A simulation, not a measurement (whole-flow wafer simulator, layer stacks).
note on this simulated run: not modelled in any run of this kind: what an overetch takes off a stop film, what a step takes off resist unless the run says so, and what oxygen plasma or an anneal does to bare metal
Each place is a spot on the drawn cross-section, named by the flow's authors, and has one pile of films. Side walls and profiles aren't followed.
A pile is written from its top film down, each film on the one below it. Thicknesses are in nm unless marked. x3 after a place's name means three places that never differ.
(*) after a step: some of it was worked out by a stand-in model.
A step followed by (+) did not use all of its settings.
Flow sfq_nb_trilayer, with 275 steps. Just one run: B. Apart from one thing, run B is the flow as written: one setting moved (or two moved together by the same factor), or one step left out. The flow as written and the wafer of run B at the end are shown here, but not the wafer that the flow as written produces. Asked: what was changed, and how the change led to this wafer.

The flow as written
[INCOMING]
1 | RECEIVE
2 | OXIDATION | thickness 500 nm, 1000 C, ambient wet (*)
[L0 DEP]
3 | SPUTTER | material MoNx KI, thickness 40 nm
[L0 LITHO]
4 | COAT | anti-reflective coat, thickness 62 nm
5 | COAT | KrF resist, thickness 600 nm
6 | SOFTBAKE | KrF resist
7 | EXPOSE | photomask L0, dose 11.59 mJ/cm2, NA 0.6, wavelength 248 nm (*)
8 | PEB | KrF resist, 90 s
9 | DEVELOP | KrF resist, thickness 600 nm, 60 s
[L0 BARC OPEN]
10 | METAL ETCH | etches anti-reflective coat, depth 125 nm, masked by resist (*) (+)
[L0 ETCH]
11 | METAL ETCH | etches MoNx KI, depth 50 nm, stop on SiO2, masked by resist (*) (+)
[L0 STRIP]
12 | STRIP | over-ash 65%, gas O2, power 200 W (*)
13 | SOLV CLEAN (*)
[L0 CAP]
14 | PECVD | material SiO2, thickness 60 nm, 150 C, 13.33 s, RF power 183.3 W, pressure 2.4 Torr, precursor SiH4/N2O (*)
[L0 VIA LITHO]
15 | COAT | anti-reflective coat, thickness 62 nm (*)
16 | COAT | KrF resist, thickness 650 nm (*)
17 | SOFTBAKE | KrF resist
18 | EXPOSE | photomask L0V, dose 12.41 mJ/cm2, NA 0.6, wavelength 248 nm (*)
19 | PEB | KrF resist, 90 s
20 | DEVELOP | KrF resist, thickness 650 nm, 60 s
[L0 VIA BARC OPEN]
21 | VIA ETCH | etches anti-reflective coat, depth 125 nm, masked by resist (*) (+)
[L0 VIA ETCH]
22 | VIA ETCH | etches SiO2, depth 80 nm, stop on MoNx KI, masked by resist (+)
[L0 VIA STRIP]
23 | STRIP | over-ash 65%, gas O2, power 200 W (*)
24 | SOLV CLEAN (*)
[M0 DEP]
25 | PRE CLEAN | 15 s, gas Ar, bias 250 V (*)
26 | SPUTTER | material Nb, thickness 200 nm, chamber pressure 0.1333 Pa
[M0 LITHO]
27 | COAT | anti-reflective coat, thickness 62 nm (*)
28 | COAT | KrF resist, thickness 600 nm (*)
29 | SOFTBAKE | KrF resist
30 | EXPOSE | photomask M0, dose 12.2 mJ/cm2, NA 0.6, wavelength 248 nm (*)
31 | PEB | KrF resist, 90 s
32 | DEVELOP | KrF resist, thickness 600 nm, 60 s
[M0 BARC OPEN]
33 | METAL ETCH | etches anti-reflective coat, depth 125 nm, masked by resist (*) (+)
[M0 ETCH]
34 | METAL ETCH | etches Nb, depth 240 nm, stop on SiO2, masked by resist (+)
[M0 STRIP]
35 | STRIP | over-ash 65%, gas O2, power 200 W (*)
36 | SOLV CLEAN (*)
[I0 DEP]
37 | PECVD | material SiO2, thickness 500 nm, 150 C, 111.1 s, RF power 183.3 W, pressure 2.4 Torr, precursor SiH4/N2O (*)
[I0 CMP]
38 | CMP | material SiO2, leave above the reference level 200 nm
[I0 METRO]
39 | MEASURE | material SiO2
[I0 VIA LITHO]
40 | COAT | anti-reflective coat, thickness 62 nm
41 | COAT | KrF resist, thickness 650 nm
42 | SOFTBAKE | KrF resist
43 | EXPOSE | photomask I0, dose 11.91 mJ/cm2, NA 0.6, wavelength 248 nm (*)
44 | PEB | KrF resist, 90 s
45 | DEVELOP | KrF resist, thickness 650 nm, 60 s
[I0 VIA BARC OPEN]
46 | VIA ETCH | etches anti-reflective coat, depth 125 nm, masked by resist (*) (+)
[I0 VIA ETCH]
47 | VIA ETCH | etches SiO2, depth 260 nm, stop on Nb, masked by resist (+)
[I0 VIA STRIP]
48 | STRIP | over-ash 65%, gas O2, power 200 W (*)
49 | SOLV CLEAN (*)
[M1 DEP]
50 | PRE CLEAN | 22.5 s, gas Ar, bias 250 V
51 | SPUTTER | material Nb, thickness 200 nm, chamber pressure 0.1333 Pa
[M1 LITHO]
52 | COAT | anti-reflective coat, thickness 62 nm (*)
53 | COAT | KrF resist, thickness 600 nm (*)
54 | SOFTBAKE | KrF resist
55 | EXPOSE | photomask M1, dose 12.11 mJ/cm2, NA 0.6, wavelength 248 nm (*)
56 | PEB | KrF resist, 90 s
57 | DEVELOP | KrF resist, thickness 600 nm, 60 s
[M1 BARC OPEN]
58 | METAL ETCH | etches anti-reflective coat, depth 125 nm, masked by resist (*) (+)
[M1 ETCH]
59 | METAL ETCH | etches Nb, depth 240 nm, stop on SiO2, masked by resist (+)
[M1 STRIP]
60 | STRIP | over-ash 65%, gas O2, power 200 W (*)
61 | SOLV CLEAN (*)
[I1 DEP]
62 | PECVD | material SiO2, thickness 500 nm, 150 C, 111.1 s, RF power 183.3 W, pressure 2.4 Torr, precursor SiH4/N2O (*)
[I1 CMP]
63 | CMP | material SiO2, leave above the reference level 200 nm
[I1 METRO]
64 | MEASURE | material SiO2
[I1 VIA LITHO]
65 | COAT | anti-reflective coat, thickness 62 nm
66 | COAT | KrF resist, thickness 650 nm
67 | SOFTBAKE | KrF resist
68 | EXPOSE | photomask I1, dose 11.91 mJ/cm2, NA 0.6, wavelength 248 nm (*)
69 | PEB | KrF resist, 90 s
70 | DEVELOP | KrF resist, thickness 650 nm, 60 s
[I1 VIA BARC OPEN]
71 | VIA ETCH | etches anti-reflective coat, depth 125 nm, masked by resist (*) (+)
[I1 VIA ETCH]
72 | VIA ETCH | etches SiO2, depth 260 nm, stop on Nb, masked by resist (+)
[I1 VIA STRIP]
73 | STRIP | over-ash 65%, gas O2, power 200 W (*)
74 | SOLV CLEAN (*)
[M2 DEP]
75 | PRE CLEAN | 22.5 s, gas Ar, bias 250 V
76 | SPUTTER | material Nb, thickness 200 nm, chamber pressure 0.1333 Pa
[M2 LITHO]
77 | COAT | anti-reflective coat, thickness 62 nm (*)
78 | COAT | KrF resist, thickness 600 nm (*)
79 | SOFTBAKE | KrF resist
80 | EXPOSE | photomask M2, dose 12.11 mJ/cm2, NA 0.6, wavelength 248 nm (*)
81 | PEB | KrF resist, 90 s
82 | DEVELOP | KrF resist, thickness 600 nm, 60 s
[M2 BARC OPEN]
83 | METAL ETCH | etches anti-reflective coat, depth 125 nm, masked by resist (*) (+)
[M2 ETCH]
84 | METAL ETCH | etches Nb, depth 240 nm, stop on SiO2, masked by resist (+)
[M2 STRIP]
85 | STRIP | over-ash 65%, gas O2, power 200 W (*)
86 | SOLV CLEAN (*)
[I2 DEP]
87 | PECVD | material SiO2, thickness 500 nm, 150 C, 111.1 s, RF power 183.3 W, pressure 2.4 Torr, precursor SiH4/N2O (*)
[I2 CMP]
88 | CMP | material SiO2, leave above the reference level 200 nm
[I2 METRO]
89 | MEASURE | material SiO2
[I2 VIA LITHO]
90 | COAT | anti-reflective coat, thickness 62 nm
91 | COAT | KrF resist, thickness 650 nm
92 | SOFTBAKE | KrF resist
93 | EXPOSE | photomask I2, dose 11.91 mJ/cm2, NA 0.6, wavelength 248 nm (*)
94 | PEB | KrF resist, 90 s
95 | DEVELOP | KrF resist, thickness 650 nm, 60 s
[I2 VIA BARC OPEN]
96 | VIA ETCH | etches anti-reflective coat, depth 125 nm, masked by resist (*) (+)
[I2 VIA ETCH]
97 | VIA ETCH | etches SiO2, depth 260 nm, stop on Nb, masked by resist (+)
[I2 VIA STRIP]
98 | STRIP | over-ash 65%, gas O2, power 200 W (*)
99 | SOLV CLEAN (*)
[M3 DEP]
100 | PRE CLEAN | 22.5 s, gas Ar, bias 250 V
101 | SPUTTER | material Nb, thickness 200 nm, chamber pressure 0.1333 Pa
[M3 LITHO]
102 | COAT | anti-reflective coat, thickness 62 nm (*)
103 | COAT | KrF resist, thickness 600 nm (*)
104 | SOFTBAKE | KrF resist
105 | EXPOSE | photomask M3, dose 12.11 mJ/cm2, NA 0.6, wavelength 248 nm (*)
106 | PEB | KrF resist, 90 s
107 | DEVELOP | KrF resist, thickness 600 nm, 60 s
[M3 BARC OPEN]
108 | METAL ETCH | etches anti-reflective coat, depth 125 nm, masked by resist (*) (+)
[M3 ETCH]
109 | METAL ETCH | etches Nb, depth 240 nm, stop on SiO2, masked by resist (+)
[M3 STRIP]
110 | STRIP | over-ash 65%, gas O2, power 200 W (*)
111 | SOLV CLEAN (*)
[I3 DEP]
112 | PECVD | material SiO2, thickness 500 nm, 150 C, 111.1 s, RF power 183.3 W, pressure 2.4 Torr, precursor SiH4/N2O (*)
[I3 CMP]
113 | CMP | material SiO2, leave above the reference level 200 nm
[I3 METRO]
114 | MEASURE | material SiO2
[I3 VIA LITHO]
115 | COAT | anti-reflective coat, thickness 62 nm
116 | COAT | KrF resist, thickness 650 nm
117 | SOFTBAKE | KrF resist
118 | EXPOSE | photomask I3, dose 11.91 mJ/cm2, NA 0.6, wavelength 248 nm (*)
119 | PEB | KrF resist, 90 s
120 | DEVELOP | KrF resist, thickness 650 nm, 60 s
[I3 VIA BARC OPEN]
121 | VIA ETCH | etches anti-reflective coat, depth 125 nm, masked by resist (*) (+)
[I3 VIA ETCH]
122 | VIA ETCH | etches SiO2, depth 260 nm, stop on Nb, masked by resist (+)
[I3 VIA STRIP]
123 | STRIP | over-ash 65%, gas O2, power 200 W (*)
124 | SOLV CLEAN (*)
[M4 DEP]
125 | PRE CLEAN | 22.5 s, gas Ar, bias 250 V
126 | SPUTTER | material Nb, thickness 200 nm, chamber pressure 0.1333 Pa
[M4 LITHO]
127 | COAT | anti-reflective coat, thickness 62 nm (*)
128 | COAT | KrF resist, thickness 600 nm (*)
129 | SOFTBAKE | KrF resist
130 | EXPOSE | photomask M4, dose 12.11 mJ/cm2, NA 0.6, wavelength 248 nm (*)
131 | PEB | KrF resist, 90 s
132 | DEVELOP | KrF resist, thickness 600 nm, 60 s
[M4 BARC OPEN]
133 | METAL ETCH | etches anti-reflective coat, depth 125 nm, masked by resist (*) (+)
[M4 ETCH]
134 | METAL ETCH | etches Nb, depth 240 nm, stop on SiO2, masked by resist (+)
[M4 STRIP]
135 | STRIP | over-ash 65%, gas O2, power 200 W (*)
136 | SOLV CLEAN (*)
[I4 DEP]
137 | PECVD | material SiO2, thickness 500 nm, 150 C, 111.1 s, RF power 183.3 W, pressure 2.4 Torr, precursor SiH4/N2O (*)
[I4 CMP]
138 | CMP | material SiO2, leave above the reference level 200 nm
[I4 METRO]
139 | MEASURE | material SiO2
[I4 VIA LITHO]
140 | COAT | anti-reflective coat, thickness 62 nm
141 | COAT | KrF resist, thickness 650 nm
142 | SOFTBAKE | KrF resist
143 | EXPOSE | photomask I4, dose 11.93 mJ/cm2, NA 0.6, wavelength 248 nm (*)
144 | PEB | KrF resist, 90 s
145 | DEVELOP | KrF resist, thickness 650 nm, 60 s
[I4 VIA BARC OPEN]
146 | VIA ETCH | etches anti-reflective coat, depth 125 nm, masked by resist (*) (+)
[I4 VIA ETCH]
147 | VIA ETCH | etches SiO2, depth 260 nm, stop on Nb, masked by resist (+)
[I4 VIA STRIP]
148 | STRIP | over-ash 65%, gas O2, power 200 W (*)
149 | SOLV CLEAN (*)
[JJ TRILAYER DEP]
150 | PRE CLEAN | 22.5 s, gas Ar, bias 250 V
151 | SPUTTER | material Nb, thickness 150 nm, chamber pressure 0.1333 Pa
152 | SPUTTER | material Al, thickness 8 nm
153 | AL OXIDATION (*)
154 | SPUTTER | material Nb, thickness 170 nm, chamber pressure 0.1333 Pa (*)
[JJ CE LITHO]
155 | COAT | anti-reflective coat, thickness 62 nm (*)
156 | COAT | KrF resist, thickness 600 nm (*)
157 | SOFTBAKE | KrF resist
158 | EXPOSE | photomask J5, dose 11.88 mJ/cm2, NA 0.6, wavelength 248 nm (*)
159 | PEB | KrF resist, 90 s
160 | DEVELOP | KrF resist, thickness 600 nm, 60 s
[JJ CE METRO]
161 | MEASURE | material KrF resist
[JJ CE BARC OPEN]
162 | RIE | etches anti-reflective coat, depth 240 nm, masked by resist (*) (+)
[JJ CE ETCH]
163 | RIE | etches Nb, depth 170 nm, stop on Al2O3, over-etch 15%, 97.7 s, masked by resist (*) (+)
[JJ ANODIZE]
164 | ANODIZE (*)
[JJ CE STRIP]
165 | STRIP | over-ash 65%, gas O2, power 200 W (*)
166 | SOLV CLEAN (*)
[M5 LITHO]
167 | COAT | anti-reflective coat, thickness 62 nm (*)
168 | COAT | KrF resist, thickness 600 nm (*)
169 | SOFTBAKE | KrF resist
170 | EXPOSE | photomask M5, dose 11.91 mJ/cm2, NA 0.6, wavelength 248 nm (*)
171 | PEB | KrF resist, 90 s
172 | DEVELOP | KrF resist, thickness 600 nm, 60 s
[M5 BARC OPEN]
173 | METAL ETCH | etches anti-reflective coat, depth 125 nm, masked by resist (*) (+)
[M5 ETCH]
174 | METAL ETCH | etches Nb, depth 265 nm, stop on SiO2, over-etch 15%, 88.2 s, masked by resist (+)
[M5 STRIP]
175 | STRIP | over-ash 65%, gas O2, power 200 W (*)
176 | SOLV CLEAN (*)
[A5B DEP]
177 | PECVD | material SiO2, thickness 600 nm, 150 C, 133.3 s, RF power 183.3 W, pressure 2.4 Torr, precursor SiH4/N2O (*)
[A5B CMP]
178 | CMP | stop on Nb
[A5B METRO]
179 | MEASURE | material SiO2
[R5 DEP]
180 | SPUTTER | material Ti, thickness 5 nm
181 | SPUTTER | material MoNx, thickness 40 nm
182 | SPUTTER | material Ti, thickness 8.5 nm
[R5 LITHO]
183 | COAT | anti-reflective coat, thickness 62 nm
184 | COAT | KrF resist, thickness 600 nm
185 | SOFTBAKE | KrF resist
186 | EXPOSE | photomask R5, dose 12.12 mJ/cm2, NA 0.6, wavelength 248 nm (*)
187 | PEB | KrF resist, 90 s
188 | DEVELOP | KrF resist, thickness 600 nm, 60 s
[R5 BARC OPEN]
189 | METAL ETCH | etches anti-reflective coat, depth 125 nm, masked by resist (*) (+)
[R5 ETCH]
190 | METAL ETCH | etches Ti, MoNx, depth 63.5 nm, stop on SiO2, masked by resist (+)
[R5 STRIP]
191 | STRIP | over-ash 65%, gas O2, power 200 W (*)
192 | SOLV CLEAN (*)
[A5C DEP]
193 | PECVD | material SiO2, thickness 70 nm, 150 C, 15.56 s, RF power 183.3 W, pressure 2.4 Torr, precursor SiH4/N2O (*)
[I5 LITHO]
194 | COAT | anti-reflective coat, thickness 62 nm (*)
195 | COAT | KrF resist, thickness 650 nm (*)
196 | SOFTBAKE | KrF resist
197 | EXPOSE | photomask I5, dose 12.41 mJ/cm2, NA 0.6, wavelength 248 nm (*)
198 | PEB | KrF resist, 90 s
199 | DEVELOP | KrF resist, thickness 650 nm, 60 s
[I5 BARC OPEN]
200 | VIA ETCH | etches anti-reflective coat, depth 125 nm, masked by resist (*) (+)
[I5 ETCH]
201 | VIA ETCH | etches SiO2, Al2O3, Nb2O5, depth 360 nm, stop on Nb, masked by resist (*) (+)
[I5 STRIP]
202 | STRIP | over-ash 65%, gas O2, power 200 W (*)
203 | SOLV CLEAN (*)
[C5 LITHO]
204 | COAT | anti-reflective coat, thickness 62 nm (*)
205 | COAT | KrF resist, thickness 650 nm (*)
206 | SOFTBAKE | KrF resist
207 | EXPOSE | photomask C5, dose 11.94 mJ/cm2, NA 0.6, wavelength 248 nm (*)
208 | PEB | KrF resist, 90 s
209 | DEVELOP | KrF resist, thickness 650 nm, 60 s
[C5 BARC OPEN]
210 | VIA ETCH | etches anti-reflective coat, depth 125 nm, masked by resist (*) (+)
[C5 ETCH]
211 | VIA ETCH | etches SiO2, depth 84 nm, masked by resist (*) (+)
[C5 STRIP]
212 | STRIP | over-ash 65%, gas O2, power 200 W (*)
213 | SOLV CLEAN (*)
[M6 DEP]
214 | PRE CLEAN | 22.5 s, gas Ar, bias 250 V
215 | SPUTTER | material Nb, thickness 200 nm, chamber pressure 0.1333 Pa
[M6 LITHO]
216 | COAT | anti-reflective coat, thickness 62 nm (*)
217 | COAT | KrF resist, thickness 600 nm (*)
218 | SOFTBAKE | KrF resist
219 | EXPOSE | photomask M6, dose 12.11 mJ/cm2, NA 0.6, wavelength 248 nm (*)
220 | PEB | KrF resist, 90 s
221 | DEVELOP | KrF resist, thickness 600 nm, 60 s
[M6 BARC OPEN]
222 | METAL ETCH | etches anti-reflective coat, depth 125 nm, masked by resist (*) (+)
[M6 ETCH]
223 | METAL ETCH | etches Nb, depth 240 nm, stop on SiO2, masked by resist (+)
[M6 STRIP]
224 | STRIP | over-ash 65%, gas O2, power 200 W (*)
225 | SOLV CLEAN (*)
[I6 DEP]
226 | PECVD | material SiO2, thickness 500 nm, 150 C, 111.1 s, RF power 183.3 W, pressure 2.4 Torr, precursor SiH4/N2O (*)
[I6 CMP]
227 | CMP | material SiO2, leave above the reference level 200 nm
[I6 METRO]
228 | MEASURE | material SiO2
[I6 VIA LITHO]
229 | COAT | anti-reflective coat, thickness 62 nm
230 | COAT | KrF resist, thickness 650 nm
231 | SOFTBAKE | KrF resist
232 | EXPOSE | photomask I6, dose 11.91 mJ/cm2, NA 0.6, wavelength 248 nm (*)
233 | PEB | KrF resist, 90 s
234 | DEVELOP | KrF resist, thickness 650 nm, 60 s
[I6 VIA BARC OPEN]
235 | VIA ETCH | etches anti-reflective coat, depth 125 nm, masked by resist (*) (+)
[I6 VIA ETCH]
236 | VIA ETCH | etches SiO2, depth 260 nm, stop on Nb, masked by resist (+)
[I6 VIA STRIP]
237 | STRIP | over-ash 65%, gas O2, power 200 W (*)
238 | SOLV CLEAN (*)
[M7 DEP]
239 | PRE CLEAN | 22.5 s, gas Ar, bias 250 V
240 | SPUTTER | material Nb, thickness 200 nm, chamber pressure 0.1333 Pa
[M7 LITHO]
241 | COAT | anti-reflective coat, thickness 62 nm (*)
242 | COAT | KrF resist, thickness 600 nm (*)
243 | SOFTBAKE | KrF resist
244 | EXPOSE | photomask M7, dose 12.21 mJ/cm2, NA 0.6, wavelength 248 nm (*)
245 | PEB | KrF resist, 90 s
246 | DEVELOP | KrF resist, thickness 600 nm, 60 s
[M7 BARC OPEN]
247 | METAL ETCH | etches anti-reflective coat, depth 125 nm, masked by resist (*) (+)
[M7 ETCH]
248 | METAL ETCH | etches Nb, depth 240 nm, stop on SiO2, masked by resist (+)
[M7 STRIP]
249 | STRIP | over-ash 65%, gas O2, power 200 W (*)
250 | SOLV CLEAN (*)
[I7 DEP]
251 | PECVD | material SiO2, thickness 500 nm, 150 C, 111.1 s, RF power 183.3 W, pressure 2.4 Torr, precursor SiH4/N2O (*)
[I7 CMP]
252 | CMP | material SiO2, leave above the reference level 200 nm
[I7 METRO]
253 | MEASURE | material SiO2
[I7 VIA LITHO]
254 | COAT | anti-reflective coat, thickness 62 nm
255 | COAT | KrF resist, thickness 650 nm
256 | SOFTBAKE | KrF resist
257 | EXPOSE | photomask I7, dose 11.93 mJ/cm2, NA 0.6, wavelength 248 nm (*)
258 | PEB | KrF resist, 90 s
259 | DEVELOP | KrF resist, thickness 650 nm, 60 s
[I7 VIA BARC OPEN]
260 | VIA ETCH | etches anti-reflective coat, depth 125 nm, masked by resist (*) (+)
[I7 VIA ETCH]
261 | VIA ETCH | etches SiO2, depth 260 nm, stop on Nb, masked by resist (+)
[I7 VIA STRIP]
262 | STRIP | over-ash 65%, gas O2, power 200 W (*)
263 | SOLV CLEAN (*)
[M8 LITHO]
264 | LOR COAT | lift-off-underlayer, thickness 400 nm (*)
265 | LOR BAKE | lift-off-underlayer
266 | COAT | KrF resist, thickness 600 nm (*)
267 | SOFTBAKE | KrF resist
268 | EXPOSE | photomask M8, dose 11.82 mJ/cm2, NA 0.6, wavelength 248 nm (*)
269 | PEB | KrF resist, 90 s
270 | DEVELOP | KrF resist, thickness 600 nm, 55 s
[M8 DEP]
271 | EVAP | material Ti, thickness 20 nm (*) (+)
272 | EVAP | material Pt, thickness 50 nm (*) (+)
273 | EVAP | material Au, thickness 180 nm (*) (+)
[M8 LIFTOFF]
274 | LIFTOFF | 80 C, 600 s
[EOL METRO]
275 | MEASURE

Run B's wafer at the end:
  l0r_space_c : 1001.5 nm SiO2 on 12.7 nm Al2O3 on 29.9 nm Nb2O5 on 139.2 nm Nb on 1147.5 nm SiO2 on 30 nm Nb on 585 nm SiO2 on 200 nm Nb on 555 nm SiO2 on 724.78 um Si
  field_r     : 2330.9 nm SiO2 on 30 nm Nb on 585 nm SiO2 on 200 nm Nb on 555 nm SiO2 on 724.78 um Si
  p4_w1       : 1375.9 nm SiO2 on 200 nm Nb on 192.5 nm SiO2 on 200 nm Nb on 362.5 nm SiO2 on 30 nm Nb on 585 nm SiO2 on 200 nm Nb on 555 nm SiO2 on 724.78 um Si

Cause: step 84, METAL ETCH: depth 170 nm was run, though the flow has depth 240 nm.

How this came from the change, step by step:
  84 | METAL ETCH | etches Nb, depth 240 nm, stop on SiO2, masked by resist (+)
      field_l, be, be_sur and 81 more: Nb loses 170 (as written it would have been: Nb loses 200 (all of it))
      v_sur, via_wl, via_w and 19 more: KrF resist loses 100 (as written it would have been: KrF resist loses 141.2)
  85 | STRIP | over-ash 65%, gas O2, power 200 W (*)
      wl_j_sl, wl_jj, wl_j_sr and 12 more: KrF resist loses 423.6 (all of it), anti-reflective coat loses 62 (all of it) (as written it would have been: KrF resist loses 382.4 (all of it), anti-reflective coat loses 62 (all of it))
      v_sur: KrF resist loses 421.2 (all of it), anti-reflective coat loses 61.4 (all of it) (as written it would have been: KrF resist loses 380 (all of it), anti-reflective coat loses 61.4 (all of it))
      (also at 6 further places)
  87 | PECVD | material SiO2, thickness 500 nm, 150 C, 111.1 s, RF power 183.3 W, pressure 2.4 Torr, precursor SiH4/N2O (*)
      field_l, be, be_sur and 81 more: SiO2 gains 500 (new film) (as written it would have been: SiO2 gains 500)
  88 | CMP | material SiO2, leave above the reference level 200 nm
      field_l, be, be_sur and 81 more: SiO2 loses 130 (as written it would have been: SiO2 loses 100)
With metal films that touch counted as one body, l0r_space_c has 3 bodies (between them, from the top down: SiO2 1147.5; SiO2 585); the flow as written gives 2 bodies (between them, from the top down: SiO2 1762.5).
With metal films that touch counted as one body, field_r has 2 bodies (between them, from the top down: SiO2 585); the flow as written gives 1 body.
With metal films that touch counted as one body, p4_w1 has 4 bodies (between them, from the top down: SiO2 192.5; SiO2 362.5; SiO2 585); the flow as written gives 3 bodies (between them, from the top down: SiO2 192.5; SiO2 977.5).
